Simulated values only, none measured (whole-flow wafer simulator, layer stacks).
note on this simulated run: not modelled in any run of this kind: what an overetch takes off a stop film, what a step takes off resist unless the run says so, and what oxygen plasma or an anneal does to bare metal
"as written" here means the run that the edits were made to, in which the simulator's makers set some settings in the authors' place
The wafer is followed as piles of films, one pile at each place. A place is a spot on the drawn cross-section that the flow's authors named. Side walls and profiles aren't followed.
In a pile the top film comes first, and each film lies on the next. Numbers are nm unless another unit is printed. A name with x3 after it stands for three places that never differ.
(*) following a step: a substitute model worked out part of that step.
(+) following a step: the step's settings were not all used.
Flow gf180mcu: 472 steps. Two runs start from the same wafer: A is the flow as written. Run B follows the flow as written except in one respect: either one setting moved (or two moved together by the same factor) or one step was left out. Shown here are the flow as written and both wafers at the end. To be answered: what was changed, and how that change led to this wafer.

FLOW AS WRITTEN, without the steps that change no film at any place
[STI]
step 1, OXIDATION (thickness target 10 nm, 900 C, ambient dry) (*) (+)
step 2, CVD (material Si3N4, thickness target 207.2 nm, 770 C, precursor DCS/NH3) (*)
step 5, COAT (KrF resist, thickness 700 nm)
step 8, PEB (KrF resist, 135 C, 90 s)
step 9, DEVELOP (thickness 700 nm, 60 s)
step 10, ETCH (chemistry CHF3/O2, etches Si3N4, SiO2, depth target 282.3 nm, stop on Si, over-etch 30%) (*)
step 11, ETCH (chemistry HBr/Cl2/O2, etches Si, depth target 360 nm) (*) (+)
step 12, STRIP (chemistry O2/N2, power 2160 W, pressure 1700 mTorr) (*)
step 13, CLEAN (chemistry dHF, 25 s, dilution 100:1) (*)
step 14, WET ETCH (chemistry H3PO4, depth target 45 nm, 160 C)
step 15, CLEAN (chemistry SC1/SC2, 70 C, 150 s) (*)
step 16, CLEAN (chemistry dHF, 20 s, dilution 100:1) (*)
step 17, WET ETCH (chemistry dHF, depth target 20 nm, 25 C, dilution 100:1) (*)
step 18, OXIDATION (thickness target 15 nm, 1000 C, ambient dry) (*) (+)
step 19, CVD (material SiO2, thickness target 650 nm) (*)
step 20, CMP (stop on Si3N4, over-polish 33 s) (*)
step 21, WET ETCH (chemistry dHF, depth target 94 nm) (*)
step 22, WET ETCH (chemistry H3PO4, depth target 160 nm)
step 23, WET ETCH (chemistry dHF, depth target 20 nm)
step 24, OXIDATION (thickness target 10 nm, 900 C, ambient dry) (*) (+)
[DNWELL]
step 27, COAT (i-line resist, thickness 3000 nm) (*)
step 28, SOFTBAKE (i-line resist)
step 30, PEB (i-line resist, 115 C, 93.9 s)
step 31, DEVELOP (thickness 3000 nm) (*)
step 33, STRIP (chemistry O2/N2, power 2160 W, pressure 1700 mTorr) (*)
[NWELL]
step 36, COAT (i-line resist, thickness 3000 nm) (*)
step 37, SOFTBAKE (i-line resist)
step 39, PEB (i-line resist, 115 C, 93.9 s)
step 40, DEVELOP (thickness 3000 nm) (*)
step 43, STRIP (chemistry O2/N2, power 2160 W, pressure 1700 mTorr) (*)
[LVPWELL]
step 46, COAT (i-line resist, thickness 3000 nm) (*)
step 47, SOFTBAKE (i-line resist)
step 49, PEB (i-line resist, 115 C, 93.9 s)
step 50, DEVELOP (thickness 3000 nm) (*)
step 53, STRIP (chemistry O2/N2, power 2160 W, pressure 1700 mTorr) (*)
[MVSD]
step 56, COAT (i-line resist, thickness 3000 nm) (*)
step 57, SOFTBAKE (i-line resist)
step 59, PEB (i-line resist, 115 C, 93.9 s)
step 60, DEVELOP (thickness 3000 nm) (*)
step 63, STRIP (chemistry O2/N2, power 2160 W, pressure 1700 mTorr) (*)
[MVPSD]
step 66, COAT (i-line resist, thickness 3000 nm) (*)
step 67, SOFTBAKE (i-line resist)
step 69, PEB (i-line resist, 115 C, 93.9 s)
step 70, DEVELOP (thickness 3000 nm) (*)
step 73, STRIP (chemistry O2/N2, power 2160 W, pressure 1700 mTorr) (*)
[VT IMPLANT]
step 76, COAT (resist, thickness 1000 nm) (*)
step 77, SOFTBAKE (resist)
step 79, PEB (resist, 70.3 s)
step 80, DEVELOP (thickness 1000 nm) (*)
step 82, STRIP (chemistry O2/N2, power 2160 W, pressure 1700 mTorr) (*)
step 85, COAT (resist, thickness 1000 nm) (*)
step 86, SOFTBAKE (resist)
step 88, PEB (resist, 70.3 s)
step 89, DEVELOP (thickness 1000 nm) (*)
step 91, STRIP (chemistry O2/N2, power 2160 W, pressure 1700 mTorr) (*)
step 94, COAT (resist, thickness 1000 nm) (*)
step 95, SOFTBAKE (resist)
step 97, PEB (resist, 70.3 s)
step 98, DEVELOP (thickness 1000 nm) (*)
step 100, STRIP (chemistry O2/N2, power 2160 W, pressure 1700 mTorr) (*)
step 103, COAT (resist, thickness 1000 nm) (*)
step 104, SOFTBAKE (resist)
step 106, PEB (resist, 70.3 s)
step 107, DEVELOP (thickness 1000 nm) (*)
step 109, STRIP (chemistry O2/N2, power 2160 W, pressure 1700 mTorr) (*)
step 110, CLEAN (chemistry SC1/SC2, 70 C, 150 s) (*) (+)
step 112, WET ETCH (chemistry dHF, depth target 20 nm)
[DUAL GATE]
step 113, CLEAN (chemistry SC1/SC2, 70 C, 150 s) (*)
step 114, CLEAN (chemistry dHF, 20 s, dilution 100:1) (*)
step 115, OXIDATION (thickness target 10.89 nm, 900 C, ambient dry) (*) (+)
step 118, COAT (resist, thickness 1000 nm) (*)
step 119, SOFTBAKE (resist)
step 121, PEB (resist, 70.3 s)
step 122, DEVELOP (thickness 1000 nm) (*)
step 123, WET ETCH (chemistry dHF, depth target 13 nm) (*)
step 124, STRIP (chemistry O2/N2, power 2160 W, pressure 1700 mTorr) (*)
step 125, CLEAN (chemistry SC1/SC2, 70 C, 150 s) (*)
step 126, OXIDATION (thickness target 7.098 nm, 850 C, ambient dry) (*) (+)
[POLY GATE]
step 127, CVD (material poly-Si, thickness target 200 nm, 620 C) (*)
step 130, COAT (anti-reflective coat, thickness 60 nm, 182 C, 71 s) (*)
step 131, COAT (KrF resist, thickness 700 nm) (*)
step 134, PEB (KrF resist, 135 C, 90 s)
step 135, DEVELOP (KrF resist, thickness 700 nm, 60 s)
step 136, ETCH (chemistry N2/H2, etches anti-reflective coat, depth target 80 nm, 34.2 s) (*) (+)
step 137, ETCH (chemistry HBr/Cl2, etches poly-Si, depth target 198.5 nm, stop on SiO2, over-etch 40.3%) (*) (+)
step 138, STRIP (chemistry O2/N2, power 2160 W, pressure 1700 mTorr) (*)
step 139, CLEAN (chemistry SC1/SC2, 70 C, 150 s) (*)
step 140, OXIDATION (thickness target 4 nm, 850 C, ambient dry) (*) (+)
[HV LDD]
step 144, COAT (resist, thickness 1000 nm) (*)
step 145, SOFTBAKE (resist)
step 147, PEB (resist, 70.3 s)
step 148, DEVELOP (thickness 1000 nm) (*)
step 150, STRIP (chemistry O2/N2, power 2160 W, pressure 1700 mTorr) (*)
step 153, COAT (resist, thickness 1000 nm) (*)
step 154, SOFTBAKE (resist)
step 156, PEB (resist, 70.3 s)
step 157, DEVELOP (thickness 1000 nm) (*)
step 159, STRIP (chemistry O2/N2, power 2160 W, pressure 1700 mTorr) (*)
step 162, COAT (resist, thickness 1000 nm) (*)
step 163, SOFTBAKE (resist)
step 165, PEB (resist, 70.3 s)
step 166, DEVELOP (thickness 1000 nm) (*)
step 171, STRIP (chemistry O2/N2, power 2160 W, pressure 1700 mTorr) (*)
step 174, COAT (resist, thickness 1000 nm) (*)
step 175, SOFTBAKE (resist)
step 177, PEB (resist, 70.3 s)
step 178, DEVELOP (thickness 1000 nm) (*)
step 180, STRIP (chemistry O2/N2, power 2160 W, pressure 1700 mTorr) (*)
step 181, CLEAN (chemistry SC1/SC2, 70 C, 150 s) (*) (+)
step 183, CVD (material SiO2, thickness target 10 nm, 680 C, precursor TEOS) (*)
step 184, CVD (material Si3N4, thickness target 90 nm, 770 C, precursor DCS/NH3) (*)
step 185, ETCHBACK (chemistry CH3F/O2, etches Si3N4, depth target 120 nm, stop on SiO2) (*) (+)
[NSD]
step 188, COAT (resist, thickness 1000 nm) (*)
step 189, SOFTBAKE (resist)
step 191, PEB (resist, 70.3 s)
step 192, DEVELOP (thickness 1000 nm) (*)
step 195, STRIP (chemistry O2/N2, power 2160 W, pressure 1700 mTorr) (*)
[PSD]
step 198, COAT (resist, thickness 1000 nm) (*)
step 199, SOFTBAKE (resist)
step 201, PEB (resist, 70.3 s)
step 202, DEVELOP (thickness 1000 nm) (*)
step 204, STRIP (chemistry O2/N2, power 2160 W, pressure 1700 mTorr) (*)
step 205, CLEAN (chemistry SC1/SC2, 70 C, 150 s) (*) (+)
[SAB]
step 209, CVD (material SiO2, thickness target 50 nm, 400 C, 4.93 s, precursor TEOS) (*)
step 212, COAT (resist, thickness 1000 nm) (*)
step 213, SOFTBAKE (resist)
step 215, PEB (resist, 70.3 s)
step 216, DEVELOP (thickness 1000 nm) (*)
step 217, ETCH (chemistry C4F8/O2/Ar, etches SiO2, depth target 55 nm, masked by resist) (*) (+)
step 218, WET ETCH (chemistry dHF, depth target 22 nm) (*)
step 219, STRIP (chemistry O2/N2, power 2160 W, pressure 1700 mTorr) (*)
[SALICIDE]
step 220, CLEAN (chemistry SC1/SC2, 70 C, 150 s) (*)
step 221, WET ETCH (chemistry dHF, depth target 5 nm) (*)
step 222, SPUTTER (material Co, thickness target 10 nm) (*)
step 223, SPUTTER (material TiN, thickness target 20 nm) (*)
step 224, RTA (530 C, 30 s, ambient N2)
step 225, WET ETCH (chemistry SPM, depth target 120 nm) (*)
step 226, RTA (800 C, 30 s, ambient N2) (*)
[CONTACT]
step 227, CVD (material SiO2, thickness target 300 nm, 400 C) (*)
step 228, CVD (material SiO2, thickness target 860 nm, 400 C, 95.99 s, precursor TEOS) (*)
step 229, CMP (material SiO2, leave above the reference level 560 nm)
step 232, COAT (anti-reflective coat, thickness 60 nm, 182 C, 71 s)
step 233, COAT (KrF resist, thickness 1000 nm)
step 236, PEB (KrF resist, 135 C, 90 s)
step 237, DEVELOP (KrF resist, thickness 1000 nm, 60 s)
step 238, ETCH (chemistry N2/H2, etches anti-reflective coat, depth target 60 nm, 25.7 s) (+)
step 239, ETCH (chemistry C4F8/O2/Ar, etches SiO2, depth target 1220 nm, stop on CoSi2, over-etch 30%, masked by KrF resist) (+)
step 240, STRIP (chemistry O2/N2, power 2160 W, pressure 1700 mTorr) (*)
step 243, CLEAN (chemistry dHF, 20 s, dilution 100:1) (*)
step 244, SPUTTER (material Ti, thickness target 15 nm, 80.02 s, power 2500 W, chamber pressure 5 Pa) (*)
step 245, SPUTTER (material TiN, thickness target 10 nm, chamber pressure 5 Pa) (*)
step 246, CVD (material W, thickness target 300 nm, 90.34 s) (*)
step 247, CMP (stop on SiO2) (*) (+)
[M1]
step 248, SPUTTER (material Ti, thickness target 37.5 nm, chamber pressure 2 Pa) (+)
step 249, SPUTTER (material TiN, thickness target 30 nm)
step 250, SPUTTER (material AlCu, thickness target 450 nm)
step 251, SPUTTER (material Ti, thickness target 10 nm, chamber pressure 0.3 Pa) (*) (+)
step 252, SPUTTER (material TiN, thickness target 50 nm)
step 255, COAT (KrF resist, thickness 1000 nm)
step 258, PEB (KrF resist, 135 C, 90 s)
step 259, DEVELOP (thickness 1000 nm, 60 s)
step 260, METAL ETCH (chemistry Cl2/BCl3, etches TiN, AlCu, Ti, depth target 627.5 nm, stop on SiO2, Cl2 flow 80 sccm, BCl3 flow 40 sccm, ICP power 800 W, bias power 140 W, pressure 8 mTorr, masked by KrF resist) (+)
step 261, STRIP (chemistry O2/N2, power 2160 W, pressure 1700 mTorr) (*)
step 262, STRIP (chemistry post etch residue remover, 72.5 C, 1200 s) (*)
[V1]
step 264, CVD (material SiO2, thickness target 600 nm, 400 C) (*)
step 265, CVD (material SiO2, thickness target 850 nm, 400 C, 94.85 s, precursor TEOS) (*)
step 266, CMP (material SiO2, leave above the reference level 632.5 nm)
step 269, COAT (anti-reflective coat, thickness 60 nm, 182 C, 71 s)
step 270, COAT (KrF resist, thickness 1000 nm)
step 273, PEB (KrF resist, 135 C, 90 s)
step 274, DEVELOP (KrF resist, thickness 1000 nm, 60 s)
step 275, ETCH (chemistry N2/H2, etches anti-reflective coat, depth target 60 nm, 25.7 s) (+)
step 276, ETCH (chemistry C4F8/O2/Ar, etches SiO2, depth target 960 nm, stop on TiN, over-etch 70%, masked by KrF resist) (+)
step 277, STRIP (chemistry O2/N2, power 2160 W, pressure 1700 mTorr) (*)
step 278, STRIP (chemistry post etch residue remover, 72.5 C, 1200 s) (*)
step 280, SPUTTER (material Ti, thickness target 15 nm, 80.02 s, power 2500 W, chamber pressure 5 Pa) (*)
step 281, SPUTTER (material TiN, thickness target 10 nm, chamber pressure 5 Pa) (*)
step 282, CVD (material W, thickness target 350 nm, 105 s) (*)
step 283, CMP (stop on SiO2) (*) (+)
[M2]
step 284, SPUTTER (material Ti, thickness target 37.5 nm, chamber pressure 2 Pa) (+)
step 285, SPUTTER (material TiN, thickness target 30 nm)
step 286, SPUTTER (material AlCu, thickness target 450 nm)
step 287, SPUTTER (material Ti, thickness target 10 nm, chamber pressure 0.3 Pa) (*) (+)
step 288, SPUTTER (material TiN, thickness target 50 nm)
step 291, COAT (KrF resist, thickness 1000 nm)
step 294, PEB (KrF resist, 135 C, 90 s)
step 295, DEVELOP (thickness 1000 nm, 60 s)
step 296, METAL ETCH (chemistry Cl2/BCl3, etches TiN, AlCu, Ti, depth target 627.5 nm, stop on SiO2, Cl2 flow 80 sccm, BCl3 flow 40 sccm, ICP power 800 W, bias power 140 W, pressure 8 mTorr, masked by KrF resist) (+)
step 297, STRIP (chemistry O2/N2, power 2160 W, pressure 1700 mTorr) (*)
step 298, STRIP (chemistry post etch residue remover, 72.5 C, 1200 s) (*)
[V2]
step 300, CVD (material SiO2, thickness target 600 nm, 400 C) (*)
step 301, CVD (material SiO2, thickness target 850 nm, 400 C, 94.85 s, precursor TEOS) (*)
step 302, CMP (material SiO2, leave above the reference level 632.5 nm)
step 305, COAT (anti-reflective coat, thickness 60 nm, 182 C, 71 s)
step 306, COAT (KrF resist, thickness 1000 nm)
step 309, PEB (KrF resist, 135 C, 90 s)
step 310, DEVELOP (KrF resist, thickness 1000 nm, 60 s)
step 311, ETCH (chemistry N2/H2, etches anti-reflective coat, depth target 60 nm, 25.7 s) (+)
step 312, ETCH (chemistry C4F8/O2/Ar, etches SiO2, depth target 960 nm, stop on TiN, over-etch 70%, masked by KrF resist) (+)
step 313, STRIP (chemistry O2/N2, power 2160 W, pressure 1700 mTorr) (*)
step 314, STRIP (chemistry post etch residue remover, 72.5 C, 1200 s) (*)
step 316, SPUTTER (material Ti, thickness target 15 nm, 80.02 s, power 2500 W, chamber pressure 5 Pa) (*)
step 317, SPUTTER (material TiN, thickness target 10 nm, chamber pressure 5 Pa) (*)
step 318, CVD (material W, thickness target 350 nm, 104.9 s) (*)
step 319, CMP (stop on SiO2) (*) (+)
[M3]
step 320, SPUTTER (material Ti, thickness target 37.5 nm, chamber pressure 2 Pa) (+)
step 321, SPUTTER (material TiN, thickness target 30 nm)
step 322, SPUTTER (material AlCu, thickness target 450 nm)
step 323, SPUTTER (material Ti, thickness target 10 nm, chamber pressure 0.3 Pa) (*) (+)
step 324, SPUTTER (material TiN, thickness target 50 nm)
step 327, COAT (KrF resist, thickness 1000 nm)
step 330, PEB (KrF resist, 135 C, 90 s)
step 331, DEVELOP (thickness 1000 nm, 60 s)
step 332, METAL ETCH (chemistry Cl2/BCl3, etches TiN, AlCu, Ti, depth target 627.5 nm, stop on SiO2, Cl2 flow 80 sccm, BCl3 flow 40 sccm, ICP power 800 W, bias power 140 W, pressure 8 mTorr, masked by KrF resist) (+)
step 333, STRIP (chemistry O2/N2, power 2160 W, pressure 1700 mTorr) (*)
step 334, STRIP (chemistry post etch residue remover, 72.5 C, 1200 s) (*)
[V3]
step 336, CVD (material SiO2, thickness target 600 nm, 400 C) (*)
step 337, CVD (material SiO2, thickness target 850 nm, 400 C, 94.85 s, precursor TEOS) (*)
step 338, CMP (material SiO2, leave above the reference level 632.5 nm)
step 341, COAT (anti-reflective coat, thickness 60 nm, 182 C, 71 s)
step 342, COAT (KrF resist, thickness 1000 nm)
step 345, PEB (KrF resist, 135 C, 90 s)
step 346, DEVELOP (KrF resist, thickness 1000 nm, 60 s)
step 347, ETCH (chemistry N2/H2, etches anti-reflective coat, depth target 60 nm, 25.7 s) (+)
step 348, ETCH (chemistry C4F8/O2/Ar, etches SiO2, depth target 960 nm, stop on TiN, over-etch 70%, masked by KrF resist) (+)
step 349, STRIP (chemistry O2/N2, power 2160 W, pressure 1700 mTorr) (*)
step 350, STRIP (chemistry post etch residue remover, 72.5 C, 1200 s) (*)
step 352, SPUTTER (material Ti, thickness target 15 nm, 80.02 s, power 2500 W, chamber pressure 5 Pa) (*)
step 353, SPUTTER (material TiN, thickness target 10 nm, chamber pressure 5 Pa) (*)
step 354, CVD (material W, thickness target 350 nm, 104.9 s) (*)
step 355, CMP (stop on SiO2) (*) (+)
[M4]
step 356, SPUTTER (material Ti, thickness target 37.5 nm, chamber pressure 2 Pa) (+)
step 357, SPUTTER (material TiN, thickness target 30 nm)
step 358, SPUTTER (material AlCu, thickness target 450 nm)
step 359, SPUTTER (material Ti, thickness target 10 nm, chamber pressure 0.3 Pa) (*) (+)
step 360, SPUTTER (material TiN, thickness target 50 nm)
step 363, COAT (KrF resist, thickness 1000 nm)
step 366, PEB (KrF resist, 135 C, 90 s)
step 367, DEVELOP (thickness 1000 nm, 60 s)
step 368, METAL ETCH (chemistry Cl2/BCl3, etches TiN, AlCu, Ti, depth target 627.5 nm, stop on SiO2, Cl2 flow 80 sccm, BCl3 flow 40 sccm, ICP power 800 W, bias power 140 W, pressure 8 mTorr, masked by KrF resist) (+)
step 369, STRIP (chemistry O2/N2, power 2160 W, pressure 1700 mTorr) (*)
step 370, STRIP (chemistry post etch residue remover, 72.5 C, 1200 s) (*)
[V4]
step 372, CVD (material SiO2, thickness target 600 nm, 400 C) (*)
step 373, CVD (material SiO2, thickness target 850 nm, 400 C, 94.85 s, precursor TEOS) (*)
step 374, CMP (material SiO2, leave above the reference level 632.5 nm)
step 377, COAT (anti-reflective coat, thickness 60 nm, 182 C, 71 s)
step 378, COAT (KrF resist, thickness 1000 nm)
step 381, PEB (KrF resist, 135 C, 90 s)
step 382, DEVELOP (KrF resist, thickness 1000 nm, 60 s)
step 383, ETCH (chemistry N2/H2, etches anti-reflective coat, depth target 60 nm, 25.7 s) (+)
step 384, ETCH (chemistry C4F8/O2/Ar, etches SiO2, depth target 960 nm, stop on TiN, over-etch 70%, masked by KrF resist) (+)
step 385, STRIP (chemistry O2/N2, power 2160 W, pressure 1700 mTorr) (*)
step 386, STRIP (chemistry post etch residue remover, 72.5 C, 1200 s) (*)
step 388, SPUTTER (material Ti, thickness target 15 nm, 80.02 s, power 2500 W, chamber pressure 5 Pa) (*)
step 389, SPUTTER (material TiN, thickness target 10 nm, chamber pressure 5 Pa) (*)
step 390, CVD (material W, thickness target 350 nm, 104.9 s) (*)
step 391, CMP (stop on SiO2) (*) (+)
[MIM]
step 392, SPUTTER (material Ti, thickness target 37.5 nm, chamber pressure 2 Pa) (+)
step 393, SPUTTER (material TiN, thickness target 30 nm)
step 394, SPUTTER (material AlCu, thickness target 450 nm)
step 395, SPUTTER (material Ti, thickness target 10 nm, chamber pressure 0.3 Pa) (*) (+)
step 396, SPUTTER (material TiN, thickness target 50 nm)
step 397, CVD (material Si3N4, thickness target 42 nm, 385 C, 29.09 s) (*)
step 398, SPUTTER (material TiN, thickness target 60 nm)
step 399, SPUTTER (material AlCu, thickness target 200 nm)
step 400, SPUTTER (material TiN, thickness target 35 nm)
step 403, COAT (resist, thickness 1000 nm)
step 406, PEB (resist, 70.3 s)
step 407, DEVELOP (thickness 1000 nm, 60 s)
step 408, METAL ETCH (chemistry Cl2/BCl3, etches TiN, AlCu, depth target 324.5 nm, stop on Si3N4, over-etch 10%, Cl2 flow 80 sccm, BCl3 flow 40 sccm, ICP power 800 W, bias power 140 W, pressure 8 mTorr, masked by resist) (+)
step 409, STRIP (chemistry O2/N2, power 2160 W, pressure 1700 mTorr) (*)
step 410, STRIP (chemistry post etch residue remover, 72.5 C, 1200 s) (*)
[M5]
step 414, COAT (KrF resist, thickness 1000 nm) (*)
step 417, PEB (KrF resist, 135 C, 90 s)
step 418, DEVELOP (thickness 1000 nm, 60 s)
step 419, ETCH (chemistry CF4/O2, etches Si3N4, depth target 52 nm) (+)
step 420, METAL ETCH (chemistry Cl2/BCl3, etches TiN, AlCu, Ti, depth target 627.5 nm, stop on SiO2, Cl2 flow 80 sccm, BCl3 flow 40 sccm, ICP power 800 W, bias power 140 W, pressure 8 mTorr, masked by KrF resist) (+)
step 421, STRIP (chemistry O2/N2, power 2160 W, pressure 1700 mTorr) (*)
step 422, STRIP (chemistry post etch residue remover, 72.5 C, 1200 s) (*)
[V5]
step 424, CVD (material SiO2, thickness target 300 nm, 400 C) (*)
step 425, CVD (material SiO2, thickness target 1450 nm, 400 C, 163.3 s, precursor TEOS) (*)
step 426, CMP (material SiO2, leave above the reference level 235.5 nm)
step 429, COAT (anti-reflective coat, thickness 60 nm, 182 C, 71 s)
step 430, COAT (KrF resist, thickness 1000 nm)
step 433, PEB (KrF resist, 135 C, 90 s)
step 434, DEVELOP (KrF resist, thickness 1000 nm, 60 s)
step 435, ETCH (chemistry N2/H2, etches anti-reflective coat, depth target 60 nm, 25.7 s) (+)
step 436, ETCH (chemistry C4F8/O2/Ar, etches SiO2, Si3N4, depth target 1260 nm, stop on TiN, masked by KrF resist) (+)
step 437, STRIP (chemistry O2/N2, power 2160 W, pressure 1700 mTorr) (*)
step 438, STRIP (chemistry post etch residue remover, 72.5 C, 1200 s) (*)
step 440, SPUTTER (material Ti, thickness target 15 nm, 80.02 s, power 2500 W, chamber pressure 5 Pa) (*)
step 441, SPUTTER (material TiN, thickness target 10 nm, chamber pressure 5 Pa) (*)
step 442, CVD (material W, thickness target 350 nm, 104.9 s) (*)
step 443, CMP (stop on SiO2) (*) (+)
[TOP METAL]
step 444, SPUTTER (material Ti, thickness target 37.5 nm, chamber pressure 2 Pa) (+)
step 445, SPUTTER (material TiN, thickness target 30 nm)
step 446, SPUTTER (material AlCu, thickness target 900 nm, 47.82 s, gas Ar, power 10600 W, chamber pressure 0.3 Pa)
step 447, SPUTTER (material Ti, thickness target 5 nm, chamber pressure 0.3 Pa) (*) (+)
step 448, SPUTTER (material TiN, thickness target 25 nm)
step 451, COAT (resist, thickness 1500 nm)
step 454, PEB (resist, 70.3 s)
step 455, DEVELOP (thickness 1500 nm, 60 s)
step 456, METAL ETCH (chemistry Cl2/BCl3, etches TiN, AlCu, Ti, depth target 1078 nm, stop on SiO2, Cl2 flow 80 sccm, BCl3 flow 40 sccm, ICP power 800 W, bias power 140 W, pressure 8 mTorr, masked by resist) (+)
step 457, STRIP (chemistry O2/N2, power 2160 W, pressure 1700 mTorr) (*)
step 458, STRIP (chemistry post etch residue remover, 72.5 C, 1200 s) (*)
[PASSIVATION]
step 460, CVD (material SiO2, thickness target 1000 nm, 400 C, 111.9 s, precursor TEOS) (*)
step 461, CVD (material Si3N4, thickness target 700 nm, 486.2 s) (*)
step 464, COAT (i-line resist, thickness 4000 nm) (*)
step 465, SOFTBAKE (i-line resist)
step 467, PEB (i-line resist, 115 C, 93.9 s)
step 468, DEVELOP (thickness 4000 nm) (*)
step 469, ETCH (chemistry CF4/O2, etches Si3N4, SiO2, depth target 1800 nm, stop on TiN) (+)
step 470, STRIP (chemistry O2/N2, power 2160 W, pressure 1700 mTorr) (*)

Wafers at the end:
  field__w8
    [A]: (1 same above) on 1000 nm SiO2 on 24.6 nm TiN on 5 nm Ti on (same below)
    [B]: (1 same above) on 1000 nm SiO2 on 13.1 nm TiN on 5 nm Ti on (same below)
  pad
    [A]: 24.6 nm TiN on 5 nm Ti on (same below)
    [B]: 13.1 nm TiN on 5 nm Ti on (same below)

What caused this: step 448, SPUTTER: thickness target 13.5 nm was run, while the flow as written has thickness target 25 nm.

Step by step, how the change led to this:
  step 448, SPUTTER (material TiN, thickness target 25 nm)
      field, field__w1, field__w2 and 109 more: A +25 TiN (new film) | B +13.5 TiN (new film)
  step 456, METAL ETCH (chemistry Cl2/BCl3, etches TiN, AlCu, Ti, depth target 1078 nm, stop on SiO2, Cl2 flow 80 sccm, BCl3 flow 40 sccm, ICP power 800 W, bias power 140 W, pressure 8 mTorr, masked by resist) (+)
      field, field__w1, field__w2 and 103 more: A -25 TiN (all of it), -5 Ti (all of it), -900 AlCu (all of it), -30 TiN (all of it), -37.5 Ti (all of it) | B -13.5 TiN (all of it), -5 Ti (all of it), -900 AlCu (all of it), -30 TiN (all of it), -37.5 Ti (all of it)
